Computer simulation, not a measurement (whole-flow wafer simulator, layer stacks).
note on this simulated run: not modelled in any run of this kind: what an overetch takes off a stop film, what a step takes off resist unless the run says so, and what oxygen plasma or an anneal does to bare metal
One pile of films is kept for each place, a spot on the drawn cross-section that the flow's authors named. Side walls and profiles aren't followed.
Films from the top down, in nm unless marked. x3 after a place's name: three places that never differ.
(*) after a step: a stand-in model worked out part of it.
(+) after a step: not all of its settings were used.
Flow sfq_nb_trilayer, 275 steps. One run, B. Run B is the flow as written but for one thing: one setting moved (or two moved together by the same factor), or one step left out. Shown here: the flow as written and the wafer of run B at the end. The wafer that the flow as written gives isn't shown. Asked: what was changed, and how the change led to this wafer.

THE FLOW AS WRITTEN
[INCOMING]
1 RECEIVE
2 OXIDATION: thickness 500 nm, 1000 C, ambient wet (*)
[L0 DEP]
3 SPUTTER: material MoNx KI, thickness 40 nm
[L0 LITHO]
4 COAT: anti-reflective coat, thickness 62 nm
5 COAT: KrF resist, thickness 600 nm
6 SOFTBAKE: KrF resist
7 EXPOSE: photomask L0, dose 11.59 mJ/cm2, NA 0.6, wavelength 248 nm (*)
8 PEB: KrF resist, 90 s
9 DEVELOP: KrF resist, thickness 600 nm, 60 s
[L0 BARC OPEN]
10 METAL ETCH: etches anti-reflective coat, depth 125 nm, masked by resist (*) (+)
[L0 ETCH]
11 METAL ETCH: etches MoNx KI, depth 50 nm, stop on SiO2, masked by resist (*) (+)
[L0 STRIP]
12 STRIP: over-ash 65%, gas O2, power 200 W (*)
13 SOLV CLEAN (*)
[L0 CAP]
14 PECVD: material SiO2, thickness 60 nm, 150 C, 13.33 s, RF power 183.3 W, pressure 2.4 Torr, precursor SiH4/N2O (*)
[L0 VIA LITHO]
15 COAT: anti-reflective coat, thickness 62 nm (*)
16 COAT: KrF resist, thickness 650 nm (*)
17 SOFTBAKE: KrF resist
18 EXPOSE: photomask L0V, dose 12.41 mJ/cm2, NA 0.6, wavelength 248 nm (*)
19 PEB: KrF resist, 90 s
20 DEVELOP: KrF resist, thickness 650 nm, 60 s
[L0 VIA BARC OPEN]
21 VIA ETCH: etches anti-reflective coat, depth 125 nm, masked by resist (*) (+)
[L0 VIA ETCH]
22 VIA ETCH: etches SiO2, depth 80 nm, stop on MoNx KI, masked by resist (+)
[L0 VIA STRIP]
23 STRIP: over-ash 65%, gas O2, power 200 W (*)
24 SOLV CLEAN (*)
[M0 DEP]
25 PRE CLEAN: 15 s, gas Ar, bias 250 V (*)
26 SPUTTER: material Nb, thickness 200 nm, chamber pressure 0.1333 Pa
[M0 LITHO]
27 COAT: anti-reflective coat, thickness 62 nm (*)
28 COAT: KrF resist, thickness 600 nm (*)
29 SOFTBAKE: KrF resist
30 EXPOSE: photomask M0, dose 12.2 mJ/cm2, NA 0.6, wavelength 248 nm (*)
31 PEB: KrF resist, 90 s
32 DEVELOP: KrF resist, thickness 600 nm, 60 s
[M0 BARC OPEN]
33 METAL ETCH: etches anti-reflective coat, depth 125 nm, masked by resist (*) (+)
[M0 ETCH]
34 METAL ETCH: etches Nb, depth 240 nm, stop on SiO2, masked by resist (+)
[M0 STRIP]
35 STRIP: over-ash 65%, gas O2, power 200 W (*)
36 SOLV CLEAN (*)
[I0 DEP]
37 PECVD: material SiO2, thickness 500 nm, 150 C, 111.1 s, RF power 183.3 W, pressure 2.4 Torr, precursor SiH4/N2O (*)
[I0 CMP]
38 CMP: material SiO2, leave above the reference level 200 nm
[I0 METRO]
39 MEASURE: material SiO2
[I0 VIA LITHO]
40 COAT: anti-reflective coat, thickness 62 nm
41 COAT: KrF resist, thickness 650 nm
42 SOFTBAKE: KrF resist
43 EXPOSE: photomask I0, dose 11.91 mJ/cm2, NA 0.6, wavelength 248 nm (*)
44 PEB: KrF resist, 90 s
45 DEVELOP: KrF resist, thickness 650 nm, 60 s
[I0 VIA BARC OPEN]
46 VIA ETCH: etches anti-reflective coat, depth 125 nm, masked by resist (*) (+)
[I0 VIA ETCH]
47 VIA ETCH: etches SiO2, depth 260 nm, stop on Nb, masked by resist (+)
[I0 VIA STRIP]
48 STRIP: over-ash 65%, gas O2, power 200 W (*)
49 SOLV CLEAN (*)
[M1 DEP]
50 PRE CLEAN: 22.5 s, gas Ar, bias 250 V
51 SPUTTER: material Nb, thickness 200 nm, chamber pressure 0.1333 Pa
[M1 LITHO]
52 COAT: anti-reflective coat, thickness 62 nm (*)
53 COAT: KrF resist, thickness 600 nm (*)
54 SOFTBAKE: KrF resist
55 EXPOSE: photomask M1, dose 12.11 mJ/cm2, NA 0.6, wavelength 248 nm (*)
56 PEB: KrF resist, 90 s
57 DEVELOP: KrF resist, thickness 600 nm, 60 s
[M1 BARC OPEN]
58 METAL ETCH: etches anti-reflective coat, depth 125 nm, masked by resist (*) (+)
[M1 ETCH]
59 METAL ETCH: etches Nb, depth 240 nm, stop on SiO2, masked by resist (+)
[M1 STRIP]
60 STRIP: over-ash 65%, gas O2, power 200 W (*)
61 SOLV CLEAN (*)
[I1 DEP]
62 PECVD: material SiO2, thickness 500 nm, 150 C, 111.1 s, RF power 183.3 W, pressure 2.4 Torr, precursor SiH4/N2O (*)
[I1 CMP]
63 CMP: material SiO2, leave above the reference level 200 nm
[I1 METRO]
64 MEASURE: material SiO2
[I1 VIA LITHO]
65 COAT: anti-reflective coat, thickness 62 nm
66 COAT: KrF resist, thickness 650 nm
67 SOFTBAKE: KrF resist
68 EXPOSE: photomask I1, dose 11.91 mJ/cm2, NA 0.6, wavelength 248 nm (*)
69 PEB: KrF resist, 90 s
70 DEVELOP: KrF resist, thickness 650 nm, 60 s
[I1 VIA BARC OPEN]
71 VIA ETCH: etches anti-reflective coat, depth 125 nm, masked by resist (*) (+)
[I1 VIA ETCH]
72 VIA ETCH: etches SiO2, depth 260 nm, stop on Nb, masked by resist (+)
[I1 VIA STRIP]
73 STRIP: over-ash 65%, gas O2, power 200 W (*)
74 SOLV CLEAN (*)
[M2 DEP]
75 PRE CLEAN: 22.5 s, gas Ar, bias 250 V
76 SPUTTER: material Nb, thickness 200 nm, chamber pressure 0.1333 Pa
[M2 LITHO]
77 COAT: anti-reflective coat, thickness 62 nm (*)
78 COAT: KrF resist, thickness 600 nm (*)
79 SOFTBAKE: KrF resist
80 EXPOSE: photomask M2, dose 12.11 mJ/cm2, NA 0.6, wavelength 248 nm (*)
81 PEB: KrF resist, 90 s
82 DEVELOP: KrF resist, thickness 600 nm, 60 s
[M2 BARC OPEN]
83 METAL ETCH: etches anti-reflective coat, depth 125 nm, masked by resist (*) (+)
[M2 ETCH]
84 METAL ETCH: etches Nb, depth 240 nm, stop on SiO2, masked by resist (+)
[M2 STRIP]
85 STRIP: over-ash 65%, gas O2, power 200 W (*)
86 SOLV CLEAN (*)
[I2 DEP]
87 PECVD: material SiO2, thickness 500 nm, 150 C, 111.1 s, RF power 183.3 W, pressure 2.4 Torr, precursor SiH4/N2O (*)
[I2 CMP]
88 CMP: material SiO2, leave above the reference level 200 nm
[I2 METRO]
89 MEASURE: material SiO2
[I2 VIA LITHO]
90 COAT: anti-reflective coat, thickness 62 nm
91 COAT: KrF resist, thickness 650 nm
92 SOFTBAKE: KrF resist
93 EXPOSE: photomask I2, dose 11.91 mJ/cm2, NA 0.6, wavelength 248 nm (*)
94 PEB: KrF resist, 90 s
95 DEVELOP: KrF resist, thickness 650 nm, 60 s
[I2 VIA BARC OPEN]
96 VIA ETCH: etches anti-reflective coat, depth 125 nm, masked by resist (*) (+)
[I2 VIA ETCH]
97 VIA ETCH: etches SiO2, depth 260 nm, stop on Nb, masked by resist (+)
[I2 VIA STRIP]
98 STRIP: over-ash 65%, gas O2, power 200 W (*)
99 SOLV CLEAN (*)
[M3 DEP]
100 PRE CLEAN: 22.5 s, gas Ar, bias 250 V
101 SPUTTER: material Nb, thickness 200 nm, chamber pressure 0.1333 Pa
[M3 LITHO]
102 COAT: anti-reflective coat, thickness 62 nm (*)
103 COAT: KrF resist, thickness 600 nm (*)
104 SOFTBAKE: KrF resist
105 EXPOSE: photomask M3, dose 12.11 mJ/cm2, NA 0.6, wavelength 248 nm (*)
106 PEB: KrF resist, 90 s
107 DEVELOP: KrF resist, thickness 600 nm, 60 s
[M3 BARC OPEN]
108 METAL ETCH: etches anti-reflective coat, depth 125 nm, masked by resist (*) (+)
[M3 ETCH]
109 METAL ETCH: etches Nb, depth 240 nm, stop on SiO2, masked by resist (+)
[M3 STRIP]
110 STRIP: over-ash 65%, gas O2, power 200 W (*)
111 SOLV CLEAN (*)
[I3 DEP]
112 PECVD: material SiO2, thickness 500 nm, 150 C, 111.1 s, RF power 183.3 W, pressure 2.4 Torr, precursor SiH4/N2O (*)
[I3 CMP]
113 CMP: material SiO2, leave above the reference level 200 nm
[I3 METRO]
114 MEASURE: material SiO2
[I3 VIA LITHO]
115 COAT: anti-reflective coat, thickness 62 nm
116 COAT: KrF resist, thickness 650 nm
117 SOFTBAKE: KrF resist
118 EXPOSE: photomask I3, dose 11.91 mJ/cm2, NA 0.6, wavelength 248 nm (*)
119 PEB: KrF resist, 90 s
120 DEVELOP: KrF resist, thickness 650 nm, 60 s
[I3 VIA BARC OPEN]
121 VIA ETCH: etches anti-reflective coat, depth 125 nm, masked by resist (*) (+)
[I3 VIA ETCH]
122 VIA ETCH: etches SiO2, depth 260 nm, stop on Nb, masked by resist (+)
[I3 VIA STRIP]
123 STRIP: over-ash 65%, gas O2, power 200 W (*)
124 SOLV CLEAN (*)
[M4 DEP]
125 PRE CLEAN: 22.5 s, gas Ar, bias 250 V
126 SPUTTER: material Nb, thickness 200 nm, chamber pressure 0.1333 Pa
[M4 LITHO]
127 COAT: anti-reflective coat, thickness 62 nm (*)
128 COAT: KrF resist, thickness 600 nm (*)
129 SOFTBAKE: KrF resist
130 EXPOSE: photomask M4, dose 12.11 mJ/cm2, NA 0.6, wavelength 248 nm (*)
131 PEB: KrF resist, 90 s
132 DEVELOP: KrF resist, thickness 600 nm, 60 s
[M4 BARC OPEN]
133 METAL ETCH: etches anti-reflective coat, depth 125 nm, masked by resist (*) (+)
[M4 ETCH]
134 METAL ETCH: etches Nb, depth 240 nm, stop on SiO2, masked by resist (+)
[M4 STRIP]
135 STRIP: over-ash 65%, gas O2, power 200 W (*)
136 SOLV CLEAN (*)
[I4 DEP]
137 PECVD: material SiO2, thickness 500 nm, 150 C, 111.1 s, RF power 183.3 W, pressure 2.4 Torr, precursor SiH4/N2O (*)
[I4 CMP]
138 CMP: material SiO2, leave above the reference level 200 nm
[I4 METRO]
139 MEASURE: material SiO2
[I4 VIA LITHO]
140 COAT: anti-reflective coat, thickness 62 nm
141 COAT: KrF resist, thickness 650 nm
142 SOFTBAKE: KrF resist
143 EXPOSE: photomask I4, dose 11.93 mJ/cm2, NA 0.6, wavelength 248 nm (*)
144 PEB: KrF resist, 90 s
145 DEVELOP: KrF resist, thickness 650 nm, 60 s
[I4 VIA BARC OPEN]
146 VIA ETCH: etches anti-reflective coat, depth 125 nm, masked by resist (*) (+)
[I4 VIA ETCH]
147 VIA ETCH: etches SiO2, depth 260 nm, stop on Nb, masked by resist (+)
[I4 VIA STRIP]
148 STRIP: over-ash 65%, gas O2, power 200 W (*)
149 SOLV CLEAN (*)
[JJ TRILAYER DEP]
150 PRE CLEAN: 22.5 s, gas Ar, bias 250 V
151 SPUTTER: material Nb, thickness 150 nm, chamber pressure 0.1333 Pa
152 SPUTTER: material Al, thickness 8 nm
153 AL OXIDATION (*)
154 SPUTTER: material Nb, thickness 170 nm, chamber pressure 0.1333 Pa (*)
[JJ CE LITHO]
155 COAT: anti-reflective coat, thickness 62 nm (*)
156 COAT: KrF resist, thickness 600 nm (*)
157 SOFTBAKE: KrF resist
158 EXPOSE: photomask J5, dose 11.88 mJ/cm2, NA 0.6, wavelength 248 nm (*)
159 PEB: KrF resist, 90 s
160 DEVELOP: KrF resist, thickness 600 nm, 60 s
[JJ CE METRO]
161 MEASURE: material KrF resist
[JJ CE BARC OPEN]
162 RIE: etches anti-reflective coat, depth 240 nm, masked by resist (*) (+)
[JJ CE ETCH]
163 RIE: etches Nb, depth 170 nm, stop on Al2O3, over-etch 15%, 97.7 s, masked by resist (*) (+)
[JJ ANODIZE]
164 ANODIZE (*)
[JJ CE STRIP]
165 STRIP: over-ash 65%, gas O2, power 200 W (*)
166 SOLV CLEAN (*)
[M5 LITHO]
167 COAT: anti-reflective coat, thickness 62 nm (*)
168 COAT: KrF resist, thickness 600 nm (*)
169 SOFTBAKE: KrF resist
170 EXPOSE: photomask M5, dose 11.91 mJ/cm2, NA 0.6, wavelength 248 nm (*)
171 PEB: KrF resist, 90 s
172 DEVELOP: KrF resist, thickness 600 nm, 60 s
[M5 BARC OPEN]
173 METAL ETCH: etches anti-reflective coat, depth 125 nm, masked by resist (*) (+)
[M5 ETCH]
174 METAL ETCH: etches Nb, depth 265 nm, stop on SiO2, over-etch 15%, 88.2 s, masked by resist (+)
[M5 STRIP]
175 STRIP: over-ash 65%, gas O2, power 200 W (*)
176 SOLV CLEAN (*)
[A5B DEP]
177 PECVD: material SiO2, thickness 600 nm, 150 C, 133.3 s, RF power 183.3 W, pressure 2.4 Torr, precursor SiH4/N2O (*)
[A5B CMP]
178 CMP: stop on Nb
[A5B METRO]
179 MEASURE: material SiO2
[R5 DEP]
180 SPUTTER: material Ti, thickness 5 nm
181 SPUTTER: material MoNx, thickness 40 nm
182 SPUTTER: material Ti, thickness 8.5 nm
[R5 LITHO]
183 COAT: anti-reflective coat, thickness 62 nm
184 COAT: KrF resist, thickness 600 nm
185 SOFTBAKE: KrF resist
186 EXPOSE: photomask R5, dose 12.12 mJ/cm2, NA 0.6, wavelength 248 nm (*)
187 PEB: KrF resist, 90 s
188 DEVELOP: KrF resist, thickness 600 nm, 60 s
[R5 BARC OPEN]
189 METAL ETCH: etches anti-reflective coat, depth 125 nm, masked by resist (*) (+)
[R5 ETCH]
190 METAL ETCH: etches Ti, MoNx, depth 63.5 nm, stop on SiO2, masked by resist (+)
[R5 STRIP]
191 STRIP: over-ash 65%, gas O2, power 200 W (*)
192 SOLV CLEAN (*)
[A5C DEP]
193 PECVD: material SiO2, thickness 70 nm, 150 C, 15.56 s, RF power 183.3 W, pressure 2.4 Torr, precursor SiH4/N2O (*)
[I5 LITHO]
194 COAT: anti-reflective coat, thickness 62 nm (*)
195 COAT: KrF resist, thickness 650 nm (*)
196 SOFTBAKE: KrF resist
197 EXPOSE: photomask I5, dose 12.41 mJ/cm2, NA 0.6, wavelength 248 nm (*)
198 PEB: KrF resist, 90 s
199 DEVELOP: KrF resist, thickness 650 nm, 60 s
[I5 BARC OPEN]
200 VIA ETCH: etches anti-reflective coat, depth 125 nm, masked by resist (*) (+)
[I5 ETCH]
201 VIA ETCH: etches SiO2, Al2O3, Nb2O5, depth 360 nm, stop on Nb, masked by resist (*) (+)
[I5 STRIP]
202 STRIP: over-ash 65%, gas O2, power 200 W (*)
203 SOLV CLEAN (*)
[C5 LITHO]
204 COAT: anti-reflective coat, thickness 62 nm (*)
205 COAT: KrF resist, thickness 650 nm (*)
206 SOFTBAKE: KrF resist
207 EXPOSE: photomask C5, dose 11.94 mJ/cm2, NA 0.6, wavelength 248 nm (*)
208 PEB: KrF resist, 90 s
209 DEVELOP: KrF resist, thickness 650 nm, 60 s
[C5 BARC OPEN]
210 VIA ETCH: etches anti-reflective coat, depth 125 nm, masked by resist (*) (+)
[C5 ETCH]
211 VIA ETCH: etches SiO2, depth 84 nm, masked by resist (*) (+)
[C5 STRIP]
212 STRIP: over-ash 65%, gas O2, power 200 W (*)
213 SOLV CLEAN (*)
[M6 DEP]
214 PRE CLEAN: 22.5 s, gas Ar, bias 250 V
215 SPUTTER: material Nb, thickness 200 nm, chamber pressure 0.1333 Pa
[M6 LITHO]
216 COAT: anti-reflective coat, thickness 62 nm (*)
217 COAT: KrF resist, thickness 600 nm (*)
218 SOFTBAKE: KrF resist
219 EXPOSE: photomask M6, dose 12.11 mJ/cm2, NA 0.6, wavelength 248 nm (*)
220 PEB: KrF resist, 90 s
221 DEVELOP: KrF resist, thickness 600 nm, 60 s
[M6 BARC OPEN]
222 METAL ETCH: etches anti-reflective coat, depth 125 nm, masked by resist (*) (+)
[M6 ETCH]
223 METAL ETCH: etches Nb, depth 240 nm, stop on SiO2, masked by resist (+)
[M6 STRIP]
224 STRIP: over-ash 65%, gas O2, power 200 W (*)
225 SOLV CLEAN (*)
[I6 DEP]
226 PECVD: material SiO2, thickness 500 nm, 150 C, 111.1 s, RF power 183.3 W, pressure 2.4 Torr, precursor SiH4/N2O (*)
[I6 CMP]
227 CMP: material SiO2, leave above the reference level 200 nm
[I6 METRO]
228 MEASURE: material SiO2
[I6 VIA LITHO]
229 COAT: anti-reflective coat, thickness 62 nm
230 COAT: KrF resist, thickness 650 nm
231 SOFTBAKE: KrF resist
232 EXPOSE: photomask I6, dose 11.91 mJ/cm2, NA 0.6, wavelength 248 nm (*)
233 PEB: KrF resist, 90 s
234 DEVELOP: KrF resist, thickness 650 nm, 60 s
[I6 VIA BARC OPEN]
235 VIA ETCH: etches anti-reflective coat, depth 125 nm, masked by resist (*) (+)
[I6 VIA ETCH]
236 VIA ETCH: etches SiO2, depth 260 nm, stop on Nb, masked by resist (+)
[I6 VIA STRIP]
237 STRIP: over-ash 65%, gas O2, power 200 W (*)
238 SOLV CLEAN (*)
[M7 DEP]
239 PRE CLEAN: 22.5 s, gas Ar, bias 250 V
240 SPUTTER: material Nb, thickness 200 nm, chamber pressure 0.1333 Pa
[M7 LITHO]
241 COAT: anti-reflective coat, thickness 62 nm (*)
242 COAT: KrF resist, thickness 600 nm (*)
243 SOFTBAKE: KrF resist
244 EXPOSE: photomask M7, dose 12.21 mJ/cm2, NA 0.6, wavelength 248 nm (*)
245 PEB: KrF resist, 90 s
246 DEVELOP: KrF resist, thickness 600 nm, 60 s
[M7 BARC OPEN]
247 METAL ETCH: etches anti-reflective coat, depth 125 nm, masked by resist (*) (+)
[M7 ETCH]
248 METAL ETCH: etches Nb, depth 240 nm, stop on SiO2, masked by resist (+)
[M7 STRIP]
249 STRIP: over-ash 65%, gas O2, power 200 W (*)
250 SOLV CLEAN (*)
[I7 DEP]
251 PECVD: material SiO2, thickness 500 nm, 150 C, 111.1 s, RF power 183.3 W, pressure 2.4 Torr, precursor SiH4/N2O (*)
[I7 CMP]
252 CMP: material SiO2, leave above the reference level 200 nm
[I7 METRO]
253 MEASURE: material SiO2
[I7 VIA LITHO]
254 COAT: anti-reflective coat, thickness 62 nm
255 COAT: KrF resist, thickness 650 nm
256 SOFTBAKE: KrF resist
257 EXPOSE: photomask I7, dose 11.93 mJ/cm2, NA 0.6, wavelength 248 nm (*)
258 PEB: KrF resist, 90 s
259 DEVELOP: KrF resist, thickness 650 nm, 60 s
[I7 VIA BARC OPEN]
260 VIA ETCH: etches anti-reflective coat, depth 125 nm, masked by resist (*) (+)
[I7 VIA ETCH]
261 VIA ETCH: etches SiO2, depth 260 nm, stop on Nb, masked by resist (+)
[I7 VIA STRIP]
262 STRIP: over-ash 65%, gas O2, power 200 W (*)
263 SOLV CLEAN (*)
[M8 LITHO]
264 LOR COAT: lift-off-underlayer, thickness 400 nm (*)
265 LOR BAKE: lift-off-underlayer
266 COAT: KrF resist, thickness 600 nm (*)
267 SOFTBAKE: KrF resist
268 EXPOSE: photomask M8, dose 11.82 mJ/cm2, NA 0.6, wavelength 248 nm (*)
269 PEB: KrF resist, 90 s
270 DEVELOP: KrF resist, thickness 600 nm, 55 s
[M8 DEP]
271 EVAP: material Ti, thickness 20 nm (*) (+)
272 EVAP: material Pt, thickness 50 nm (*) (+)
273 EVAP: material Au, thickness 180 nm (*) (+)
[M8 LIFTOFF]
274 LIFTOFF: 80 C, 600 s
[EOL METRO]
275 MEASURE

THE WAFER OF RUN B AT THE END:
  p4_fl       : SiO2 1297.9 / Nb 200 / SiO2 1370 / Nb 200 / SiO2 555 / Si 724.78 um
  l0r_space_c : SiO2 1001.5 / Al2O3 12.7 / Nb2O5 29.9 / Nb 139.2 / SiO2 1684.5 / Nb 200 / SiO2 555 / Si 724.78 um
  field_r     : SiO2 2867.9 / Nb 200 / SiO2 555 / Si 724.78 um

The cause: step 138, CMP: leave above the reference level 122 nm was run, where the flow has leave above the reference level 200 nm.

How the change led to this, step by step:
  138 CMP: material SiO2, leave above the reference level 200 nm
      field_l, be, be_sur and 55 more: SiO2 -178 (as written it would be: SiO2 -100)
      v_sur, via_wl, via_w and 35 more: SiO2 -378 (as written it would be: SiO2 -300)
      (and at 10 more places)
  147 VIA ETCH: etches SiO2, depth 260 nm, stop on Nb, masked by resist (+)
      field_l, v_sur, via_sp and 100 more: KrF resist -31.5 (as written it would be: KrF resist -44.8)
      via_wl, via_w, via_wr: SiO2 -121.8 (all of it) (as written it would be: SiO2 -199.8 (all of it))
  148 STRIP: over-ash 65%, gas O2, power 200 W (*)
      field_l, v_sur, via_sp and 100 more: KrF resist -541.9 (all of it), anti-reflective coat -62 (all of it) (as written it would be: KrF resist -528.6 (all of it), anti-reflective coat -62 (all of it))
  151 SPUTTER: material Nb, thickness 150 nm, chamber pressure 0.1333 Pa
      via_wl, via_w, via_wr: Nb +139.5 (as written it would be: Nb +130.4)
  152 SPUTTER: material Al, thickness 8 nm
      via_wl, via_wr: Al +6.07 (new film) (as written it would be: Al +5.14 (new film))
      via_w: Al +7.8 (new film) (as written it would be: Al +7.12 (new film))
  154 SPUTTER: material Nb, thickness 170 nm, chamber pressure 0.1333 Pa (*)
      via_wl, via_wr: Nb +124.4 (new film) (as written it would be: Nb +140.7 (new film))
      via_w: Nb +166.2 (new film) (as written it would be: Nb +141 (new film))
  155 COAT: anti-reflective coat, thickness 62 nm (*)
      via_wl, via_wr: anti-reflective coat +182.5 (new film) (as written it would be: anti-reflective coat +209.4 (new film))
      v_sur: anti-reflective coat +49 (new film) (as written it would be: anti-reflective coat +45.1 (new film))
      (and at 2 more places)
  156 COAT: KrF resist, thickness 600 nm (*)
      via_wl: KrF resist +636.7 (new film) (as written it would be: KrF resist +663 (new film))
      via_w: KrF resist +680.5 (new film) (as written it would be: KrF resist +763.8 (new film))
      (and at 1 more place)
  160 DEVELOP: KrF resist, thickness 600 nm, 60 s
      via_wl: KrF resist -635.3 (all of it) (as written it would be: KrF resist -661.6 (all of it))
      via_w: KrF resist -679 (all of it) (as written it would be: KrF resist -762.1 (all of it))
      (and at 1 more place)
  162 RIE: etches anti-reflective coat, depth 240 nm, masked by resist (*) (+)
      ce_l, c5j, ce_r, wl_jj: KrF resist -182.5 (as written it would be: KrF resist -209.4)
      via_wl, via_wr: anti-reflective coat -182.5 (all of it) (as written it would be: anti-reflective coat -209.4 (all of it))
      (and at 3 more places)
  163 RIE: etches Nb, depth 170 nm, stop on Al2O3, over-etch 15%, 97.7 s, masked by resist (*) (+)
      via_w: Nb -166.2 (all of it), Al2O3 -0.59 (as written it would be: Nb -141 (all of it), Al2O3 -0.96 (all of it))
      via_wl, via_wr: Nb -124.4 (all of it), Al2O3 -0.96 (all of it) (as written it would be: Nb -140.7 (all of it), Al2O3 -0.96 (all of it))
  164 ANODIZE (*)
      via_w: Al2O3 +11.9, Nb2O5 +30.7 (new film), Al -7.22 (all of it), Nb -11 (as written it would be: Al2O3 +10.8 (new film), Nb2O5 +33.3 (new film), Al -6.54 (all of it), Nb -12)
      via_wl, via_wr: Al2O3 +9.06 (new film), Nb2O5 +36.4 (new film), Al -5.49 (all of it), Nb -13.1 (as written it would be: Al2O3 +7.52 (new film), Nb2O5 +39.2 (new film), Al -4.56 (all of it), Nb -14.1)
  165 STRIP: over-ash 65%, gas O2, power 200 W (*)
      ce_l: KrF resist -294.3 (all of it), anti-reflective coat -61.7 (all of it) (as written it would be: KrF resist -266.8 (all of it), anti-reflective coat -61.4 (all of it))
      c5j: KrF resist -294.3 (all of it), anti-reflective coat -61.7 (all of it) (as written it would be: KrF resist -266.9 (all of it), anti-reflective coat -61.5 (all of it))
      (and at 2 more places)
  167 COAT: anti-reflective coat, thickness 62 nm (*)
      via_wl: anti-reflective coat +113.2 (new film) (as written it would be: anti-reflective coat +170.5 (new film))
      via_w: anti-reflective coat +74.5 (new film) (as written it would be: anti-reflective coat +84.1 (new film))
      (and at 2 more places)
  168 COAT: KrF resist, thickness 600 nm (*)
      v_sur: KrF resist +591 (new film) (as written it would be: KrF resist +577.9 (new film))
      via_w: KrF resist +678.8 (new film) (as written it would be: KrF resist +732.6 (new film))
  175 STRIP: over-ash 65%, gas O2, power 200 W (*)
      v_sur: KrF resist -362.2 (all of it), anti-reflective coat -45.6 (all of it) (as written it would be: KrF resist -349.2 (all of it), anti-reflective coat -44.9 (all of it))
      via_wl: KrF resist -416.7 (all of it), anti-reflective coat -113.2 (all of it) (as written it would be: KrF resist -427 (all of it), anti-reflective coat -170.5 (all of it))
      (and at 3 more places)
  178 CMP: stop on Nb
      via_wl, via_wr: SiO2 -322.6 (as written it would be: SiO2 -235.7)
      via_w: SiO2 -322.1 (as written it would be: SiO2 -235.2)
